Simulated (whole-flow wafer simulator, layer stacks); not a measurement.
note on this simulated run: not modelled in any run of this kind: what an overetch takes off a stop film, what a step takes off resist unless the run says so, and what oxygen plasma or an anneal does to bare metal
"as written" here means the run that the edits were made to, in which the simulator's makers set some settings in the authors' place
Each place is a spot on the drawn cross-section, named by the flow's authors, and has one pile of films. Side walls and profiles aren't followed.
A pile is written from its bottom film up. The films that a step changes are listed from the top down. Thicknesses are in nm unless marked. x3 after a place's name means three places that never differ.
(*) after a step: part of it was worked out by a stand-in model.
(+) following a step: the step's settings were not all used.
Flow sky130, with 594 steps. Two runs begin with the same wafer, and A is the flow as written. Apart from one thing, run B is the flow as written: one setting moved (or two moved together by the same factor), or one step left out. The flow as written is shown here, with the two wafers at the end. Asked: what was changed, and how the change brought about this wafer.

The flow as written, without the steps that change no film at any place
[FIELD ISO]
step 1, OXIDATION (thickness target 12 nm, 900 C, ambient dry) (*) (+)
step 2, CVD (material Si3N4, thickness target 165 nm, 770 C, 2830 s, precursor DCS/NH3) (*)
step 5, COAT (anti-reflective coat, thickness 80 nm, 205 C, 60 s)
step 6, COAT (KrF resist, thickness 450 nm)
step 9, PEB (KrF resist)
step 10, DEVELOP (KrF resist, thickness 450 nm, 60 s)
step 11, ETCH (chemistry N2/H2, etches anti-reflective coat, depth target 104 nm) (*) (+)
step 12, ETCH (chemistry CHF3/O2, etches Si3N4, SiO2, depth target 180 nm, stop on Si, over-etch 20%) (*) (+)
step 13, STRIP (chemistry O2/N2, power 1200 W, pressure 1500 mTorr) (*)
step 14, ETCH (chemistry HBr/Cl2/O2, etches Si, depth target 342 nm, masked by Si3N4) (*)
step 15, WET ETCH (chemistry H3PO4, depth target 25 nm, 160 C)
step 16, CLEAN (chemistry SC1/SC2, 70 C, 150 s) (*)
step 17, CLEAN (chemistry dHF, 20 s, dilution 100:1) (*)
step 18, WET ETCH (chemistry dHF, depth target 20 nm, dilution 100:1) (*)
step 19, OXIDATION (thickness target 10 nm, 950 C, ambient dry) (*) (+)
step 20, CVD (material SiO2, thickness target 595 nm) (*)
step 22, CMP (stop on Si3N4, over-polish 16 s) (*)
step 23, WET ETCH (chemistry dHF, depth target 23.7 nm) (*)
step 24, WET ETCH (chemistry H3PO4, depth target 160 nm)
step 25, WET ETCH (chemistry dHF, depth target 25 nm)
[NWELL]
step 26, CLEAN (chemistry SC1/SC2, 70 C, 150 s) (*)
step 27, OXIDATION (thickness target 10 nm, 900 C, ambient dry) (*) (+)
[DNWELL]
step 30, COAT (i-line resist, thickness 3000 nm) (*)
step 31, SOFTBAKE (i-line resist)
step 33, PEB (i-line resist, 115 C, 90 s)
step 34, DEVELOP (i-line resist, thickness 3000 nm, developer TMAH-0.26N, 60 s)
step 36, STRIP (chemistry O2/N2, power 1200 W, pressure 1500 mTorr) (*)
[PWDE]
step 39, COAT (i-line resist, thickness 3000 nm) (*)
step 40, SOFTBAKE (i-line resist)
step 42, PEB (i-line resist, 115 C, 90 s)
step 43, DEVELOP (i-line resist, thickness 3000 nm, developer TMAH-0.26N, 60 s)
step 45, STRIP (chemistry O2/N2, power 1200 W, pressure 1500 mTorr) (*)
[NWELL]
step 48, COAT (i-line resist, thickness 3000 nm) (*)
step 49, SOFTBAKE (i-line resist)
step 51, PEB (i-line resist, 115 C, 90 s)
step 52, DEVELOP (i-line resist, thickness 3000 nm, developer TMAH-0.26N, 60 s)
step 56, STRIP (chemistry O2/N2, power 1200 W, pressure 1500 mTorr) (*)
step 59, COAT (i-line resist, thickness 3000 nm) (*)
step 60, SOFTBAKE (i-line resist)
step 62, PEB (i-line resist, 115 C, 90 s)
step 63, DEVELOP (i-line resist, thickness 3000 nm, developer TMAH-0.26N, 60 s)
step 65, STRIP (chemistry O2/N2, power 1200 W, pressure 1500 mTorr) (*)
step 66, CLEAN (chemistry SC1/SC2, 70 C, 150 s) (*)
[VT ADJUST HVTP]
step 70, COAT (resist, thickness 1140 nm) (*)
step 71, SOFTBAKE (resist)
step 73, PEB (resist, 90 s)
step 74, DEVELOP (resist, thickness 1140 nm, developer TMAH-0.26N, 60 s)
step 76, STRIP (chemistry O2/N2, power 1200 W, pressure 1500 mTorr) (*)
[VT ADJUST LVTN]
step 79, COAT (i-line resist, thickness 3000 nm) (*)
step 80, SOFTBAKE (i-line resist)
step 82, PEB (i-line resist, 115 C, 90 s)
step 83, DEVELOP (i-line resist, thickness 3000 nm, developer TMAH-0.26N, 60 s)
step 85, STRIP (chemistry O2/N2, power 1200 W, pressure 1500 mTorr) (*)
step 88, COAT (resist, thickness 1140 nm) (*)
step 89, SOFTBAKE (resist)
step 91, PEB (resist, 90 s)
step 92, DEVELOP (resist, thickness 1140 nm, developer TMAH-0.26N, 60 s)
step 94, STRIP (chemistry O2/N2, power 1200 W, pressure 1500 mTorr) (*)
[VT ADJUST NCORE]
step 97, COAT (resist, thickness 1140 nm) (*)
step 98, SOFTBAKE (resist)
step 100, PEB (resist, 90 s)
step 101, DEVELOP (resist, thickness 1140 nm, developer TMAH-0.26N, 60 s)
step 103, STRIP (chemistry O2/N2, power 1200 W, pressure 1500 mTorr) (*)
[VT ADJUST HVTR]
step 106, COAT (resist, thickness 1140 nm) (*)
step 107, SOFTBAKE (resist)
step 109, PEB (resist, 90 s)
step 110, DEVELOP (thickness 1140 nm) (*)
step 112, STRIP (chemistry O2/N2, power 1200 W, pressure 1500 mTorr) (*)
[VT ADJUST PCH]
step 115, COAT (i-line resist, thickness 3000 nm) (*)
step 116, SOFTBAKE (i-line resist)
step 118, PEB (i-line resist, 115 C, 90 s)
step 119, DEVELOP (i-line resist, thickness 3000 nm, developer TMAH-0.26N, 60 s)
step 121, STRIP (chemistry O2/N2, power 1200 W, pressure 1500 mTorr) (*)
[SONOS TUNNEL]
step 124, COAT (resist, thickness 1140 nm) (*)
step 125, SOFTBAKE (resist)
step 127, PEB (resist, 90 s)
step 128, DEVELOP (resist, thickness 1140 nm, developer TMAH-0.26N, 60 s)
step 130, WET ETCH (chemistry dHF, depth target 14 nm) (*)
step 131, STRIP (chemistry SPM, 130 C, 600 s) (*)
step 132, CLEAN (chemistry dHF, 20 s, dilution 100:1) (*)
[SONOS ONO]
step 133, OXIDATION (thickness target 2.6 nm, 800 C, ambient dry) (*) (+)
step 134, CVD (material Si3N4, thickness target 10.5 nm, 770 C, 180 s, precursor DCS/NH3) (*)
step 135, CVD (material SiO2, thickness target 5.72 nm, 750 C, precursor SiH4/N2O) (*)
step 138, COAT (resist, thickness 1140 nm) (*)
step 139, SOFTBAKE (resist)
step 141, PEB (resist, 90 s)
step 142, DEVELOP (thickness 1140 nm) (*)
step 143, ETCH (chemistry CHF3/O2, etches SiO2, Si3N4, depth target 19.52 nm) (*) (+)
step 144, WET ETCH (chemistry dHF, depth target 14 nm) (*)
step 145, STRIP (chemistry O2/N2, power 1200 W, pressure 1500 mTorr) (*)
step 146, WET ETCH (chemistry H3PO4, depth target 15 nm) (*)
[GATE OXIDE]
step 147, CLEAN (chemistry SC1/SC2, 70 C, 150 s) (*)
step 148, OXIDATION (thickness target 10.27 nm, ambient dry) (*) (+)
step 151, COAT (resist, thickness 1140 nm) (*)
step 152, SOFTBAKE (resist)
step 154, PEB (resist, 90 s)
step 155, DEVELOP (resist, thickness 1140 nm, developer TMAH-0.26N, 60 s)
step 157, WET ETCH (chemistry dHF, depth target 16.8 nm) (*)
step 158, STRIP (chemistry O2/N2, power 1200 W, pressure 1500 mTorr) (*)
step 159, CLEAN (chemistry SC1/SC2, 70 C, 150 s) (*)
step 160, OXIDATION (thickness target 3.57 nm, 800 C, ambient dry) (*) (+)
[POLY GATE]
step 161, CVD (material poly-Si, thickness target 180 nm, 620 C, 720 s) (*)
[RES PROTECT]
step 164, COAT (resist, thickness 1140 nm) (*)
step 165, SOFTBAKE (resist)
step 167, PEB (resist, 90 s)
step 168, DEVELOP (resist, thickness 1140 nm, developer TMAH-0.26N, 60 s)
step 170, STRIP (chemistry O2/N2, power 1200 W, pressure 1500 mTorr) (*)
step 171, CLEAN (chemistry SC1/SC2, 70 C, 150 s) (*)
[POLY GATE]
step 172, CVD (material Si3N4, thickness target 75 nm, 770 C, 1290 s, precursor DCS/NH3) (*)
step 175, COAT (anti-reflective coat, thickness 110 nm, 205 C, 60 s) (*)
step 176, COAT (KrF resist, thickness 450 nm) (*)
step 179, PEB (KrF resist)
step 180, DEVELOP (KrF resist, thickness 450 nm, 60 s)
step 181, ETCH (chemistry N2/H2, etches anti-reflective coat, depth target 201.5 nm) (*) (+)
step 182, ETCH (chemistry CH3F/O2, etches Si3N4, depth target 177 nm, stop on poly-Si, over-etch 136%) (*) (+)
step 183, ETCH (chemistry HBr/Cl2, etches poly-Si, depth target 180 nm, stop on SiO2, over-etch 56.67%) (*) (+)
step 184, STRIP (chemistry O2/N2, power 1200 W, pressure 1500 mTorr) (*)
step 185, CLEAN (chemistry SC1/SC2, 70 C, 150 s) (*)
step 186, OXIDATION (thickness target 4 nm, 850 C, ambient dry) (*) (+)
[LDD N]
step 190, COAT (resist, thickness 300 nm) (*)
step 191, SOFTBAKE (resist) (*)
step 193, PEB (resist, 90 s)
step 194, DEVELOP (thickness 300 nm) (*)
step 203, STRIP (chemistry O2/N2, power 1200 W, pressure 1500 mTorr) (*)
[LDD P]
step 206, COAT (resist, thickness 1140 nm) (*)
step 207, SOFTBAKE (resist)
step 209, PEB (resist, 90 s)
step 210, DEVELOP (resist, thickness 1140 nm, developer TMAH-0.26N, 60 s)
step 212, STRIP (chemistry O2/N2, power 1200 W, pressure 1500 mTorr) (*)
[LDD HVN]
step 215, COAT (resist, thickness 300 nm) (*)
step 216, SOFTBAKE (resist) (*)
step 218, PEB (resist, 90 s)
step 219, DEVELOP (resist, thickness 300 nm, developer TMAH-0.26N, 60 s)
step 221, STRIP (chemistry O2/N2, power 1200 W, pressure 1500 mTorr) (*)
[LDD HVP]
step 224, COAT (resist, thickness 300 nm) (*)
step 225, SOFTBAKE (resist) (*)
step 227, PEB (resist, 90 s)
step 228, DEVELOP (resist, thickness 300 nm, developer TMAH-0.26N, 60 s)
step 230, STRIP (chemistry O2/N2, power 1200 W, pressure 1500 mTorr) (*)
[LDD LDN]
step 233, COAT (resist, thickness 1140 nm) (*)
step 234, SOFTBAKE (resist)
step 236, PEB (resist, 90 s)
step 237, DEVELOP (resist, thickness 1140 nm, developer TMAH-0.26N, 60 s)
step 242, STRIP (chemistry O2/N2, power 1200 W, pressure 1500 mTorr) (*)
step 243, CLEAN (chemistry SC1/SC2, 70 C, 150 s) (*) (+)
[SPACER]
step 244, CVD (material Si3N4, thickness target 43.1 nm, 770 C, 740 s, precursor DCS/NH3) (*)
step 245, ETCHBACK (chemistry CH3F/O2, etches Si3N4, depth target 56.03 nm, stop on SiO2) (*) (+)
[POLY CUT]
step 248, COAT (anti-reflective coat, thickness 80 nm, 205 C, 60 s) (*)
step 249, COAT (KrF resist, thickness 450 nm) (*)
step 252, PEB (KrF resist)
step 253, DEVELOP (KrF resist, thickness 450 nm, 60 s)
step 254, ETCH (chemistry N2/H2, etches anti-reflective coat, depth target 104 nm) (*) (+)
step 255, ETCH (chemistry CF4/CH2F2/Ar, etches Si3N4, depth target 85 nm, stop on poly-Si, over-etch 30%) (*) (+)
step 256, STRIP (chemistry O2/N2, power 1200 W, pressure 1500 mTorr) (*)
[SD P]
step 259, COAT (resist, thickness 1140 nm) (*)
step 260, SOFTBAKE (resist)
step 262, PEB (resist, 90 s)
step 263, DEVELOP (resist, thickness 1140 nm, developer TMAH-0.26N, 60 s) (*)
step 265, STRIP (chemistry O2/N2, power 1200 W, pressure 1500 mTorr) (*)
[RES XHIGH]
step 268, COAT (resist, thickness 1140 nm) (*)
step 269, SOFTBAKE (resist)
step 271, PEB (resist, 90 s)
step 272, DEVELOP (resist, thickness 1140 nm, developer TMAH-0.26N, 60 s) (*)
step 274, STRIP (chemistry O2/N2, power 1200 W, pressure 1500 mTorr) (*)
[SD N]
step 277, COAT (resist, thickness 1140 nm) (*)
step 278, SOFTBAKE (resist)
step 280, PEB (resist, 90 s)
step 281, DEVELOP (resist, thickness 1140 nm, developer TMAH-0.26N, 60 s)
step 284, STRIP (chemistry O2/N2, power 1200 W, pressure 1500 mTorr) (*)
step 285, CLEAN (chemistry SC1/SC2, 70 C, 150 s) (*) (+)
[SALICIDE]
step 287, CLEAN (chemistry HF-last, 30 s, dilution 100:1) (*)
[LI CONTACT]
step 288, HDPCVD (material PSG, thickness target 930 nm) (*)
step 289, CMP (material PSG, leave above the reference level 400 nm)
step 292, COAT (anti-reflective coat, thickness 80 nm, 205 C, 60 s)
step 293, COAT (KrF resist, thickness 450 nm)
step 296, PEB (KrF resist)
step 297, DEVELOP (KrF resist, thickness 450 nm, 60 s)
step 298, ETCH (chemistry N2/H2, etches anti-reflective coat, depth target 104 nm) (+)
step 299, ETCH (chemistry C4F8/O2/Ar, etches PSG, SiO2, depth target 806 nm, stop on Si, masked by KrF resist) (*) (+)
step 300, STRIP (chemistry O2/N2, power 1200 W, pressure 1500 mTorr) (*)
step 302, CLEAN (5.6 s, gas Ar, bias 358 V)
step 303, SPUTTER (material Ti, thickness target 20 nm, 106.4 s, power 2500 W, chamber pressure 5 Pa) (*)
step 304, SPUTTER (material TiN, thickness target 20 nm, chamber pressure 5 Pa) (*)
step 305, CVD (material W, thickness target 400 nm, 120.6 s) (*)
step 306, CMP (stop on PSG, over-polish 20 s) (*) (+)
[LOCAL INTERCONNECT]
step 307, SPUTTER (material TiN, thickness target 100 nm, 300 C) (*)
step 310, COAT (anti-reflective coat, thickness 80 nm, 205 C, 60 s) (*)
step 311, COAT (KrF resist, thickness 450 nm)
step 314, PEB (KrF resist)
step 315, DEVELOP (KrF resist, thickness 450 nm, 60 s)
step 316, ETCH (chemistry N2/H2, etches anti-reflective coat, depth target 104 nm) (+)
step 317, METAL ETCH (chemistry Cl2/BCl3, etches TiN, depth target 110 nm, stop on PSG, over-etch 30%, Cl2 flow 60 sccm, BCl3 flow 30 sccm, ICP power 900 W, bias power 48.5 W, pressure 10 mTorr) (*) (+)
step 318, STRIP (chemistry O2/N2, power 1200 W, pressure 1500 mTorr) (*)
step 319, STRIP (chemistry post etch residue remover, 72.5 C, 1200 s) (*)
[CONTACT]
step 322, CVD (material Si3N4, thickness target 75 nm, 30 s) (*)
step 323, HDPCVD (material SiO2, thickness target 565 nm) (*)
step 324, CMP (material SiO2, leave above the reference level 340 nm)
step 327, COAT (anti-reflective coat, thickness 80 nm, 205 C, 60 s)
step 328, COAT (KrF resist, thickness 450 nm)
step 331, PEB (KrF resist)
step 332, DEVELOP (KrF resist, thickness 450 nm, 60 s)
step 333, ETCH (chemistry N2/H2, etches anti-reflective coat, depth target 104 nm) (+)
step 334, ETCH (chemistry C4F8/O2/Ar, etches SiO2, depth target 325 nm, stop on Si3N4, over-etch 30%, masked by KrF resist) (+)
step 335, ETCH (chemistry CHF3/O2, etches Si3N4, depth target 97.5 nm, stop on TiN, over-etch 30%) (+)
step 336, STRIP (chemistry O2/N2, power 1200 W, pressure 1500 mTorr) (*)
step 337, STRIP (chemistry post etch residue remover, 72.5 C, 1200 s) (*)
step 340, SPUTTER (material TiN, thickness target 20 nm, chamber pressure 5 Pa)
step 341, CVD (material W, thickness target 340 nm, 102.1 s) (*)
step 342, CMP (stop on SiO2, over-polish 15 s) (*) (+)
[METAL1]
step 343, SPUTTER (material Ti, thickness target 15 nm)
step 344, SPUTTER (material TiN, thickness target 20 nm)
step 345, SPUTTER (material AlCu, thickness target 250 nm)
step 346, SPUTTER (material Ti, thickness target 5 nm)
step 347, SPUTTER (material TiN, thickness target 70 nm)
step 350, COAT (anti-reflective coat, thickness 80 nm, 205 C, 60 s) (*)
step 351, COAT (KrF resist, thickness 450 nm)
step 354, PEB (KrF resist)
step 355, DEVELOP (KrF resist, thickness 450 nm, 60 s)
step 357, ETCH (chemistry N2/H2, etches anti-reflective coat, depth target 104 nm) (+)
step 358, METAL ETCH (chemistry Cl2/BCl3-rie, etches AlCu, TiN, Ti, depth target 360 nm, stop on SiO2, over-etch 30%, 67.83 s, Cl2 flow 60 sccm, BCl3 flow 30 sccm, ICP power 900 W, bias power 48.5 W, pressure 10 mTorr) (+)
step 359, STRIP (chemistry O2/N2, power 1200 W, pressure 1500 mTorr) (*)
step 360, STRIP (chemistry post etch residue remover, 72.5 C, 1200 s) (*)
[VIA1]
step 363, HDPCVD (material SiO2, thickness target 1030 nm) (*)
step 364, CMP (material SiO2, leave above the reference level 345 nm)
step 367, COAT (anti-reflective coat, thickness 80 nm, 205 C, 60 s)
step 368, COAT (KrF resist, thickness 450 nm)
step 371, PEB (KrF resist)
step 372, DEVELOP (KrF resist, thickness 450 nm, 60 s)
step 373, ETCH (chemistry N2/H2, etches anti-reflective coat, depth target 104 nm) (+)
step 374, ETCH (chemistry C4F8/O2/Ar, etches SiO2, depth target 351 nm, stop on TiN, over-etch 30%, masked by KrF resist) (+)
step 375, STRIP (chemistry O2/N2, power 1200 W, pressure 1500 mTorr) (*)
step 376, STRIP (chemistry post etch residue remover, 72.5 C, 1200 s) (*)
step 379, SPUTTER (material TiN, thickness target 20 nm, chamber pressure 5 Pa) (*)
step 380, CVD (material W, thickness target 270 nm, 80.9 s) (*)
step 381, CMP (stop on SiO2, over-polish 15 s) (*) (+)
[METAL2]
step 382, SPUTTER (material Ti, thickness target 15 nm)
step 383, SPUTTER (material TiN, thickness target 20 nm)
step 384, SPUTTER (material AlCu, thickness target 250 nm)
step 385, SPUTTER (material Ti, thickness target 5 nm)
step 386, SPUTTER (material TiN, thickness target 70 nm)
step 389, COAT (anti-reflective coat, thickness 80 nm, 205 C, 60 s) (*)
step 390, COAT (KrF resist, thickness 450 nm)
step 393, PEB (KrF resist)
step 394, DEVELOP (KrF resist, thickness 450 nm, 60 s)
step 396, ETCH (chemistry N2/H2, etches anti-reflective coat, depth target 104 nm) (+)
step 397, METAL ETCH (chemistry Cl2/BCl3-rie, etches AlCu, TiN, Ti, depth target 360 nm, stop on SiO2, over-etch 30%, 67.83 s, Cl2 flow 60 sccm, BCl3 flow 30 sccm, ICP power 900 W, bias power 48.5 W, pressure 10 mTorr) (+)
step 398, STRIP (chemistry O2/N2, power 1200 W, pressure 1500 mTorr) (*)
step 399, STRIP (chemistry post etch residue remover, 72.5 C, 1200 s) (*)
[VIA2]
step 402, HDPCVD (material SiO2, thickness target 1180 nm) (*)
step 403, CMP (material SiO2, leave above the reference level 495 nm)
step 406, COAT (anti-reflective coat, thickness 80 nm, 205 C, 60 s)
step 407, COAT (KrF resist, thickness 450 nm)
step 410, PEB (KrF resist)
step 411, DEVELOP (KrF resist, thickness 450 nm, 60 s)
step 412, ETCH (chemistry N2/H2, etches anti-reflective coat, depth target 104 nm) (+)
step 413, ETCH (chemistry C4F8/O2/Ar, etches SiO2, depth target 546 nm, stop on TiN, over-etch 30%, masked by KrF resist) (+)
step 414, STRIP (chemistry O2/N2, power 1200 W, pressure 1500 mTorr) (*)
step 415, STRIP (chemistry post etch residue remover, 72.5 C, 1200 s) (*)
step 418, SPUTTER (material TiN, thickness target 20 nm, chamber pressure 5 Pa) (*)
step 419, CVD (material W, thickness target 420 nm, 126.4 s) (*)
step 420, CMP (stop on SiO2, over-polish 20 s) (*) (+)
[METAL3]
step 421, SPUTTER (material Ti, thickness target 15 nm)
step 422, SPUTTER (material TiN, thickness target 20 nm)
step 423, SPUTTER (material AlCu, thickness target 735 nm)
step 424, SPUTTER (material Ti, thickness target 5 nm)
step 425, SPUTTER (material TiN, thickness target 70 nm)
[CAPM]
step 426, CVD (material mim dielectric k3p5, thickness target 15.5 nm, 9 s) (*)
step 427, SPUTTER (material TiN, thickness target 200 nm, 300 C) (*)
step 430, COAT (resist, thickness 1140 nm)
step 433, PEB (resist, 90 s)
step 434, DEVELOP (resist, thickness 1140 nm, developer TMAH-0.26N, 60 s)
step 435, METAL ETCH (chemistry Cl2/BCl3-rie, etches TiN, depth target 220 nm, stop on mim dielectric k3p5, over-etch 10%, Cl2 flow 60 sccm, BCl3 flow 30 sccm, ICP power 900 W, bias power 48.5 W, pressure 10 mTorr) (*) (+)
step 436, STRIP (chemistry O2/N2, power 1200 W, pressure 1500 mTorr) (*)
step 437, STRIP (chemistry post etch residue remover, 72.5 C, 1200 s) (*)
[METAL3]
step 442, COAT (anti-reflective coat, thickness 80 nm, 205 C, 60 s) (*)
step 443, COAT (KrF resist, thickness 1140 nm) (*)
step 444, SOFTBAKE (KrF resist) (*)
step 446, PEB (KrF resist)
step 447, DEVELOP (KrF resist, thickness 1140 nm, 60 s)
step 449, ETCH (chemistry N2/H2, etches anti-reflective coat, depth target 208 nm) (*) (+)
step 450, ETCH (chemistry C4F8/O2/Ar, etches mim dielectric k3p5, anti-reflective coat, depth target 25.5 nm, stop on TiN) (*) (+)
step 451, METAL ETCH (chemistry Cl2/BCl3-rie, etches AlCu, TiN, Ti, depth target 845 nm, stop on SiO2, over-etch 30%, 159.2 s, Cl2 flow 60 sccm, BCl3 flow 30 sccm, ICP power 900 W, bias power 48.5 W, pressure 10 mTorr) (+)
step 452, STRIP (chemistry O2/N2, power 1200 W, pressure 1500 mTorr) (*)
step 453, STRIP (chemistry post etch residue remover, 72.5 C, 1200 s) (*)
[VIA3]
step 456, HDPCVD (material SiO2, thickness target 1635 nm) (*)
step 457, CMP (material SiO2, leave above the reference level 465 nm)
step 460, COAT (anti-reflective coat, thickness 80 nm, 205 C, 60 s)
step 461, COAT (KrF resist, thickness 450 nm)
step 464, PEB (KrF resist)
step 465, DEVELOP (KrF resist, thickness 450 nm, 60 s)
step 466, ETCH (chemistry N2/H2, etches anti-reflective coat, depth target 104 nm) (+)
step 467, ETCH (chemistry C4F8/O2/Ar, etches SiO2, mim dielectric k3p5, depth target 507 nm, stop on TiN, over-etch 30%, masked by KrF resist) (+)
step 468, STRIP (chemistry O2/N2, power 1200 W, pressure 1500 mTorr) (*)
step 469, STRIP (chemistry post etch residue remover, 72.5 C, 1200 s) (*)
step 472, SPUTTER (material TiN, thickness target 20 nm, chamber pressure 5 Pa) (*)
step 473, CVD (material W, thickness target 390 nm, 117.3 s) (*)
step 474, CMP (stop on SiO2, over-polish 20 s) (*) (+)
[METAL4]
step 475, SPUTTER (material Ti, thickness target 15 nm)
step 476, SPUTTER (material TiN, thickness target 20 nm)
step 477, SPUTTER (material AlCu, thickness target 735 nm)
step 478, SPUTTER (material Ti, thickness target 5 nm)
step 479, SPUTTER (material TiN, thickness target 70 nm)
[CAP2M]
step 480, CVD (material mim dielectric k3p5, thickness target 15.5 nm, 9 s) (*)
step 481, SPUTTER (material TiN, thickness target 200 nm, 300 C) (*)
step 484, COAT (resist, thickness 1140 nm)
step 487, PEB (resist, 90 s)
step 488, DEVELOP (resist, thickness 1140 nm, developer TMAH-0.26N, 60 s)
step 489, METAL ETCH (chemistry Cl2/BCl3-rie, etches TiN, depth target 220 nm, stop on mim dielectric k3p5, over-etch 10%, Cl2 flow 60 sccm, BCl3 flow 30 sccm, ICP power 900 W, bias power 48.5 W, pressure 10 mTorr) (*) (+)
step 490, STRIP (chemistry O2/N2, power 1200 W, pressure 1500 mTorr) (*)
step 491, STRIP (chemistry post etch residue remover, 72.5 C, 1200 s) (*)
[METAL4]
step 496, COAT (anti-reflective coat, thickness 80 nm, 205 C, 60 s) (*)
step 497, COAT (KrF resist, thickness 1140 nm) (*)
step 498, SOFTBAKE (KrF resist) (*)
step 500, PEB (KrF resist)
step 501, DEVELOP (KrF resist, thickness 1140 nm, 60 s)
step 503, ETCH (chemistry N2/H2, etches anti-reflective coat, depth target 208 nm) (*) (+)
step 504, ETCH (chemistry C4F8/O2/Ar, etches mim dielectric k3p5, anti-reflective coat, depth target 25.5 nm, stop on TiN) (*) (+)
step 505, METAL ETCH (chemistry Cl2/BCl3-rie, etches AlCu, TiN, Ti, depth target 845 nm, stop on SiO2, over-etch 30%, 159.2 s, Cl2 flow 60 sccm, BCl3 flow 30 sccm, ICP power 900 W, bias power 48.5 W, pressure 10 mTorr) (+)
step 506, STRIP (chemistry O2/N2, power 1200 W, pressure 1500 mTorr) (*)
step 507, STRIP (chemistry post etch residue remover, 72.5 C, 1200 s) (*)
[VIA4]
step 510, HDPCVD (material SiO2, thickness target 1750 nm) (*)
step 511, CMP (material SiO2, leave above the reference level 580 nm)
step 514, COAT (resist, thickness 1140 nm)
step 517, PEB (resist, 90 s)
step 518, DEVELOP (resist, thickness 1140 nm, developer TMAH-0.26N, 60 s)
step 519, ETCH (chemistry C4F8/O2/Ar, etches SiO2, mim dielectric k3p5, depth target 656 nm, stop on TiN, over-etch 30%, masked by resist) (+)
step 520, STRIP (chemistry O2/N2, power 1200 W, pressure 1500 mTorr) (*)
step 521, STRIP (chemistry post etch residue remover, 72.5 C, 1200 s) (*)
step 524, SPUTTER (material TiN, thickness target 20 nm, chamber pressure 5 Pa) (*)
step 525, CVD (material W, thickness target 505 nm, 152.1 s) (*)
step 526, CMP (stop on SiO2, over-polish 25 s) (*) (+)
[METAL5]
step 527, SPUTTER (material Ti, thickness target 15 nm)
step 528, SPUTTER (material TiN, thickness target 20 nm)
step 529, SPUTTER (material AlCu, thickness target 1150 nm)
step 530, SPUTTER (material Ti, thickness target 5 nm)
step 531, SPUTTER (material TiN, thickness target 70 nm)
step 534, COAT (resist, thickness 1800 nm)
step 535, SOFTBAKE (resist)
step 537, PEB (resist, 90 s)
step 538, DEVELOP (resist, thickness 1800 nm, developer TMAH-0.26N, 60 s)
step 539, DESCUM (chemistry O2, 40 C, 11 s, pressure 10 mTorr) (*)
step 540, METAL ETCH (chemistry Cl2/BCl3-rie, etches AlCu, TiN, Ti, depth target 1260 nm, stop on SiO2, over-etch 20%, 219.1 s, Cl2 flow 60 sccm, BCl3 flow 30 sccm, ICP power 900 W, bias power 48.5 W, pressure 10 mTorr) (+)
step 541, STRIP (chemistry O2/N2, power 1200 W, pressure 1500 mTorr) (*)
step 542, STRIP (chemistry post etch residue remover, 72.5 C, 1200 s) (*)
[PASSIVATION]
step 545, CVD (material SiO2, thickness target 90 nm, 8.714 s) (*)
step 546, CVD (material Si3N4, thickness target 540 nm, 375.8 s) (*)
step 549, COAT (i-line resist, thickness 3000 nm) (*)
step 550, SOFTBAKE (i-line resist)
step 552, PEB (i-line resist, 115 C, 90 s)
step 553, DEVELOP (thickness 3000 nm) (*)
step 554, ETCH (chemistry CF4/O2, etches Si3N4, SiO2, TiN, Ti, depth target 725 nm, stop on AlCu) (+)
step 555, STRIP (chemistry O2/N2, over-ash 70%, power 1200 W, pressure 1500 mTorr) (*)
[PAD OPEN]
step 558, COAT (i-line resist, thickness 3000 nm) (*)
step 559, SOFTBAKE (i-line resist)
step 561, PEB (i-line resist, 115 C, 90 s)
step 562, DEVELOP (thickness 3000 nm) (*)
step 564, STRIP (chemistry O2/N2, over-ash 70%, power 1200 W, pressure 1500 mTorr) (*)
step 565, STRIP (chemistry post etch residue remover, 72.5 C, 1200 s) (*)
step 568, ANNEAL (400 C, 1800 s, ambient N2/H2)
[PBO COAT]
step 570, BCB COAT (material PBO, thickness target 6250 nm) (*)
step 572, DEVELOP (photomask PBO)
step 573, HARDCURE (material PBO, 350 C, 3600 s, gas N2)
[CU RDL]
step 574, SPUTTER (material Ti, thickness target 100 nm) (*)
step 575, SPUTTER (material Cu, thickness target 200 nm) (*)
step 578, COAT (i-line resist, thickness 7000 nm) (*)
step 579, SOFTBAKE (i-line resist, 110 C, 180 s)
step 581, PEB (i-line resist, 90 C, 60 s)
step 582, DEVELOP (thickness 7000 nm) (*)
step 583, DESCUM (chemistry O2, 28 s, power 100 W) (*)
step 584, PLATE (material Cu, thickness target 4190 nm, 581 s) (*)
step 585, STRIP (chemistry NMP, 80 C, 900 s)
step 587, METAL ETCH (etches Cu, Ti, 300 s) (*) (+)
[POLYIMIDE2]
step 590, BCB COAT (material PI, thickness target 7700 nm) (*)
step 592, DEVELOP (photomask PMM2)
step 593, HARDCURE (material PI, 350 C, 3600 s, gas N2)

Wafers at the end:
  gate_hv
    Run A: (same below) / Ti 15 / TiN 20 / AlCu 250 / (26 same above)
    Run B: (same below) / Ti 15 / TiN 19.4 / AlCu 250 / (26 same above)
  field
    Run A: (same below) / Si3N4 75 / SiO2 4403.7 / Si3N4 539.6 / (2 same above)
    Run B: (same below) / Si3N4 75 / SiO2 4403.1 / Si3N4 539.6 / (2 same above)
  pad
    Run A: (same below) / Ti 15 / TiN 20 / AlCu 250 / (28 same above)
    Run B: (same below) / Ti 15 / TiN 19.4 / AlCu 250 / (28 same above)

What caused this: step 344, SPUTTER: thickness target 19.4 nm was run, though the flow has thickness target 20 nm.
The wafer lets one read it off: gate_hv has TiN 19.4, and step 344 as written asks for 20 nm.

Step by step, how the change led to this:
  step 344, SPUTTER (material TiN, thickness target 20 nm)
      field, active, n_well and 188 more: A TiN gains 20 (new film) | B TiN gains 19.4 (new film)
  step 358, METAL ETCH (chemistry Cl2/BCl3-rie, etches AlCu, TiN, Ti, depth target 360 nm, stop on SiO2, over-etch 30%, 67.83 s, Cl2 flow 60 sccm, BCl3 flow 30 sccm, ICP power 900 W, bias power 48.5 W, pressure 10 mTorr) (+)
      field, active, gate and 81 more: A TiN loses 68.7 (all of it), Ti loses 5 (all of it), AlCu loses 250 (all of it), TiN loses 20 (all of it), Ti loses 15 (all of it), SiO2 loses 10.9 | B TiN loses 68.7 (all of it), Ti loses 5 (all of it), AlCu loses 250 (all of it), TiN loses 19.4 (all of it), Ti loses 15 (all of it), SiO2 loses 11
